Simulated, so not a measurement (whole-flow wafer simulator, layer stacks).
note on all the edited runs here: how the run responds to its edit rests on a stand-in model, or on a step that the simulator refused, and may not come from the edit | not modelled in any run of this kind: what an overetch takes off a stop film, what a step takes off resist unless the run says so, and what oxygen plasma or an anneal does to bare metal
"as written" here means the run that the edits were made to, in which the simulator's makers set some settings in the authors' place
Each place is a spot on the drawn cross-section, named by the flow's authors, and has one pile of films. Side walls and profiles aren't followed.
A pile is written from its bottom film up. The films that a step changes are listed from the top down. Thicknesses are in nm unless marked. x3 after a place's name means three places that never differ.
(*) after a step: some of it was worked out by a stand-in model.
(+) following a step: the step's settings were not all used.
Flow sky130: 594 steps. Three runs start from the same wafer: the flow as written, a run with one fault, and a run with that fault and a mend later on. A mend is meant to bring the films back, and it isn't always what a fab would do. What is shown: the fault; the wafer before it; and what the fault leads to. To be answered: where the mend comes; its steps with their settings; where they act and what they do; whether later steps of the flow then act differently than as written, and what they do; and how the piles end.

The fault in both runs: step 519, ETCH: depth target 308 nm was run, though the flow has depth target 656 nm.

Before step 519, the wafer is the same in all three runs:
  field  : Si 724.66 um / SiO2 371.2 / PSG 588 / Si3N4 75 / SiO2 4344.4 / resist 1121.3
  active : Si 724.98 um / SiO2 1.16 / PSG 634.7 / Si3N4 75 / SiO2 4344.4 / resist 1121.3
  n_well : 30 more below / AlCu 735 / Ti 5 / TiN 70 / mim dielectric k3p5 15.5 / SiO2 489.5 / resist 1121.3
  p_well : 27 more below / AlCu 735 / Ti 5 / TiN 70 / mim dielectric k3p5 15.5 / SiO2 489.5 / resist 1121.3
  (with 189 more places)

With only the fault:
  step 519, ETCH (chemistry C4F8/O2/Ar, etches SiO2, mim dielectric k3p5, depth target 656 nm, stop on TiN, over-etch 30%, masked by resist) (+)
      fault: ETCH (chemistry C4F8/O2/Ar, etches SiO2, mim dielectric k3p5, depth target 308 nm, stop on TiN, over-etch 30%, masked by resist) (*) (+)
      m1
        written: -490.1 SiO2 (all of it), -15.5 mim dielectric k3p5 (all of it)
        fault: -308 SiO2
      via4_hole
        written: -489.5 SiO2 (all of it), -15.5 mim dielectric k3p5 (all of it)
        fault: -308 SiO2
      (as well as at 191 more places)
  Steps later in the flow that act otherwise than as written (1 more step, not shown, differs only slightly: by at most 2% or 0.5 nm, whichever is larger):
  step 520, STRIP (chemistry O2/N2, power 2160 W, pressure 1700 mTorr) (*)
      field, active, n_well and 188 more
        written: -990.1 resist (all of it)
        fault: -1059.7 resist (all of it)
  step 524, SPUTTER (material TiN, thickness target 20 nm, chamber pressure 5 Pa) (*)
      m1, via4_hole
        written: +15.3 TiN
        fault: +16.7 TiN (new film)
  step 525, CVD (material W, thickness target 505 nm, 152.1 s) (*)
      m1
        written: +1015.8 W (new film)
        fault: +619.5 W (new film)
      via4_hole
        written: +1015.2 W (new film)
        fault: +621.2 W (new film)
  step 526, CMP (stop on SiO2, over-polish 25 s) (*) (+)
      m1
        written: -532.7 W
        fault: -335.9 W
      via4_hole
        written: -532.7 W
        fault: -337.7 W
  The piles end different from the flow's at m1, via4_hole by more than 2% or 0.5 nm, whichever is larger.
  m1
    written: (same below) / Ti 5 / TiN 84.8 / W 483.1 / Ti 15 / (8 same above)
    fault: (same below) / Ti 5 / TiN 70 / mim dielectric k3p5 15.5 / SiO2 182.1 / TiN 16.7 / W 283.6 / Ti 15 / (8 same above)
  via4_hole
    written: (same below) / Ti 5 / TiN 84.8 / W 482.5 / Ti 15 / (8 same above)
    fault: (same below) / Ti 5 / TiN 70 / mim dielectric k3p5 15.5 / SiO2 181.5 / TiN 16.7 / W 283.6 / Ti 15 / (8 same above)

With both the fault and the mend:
  After step 519 comes the mend.
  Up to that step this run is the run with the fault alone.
  step 519a, ETCH (chemistry C4F8/O2/Ar, etches SiO2, mim dielectric k3p5, depth target 348 nm, stop on TiN, over-etch 30%, masked by resist) (+) (the flow's step 519, run once more with other settings)
      field, active, n_well and 188 more
        -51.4 resist
      m1
        -182.1 SiO2 (all of it), -15.5 mim dielectric k3p5 (all of it)
      via4_hole
        -181.5 SiO2 (all of it), -15.5 mim dielectric k3p5 (all of it)
  Every later step of the flow that is run acts as written, at every place that is followed, to within 2% or 0.5 nm, whichever is larger.
  By the end, the piles equal the flow's at every place that both follow.
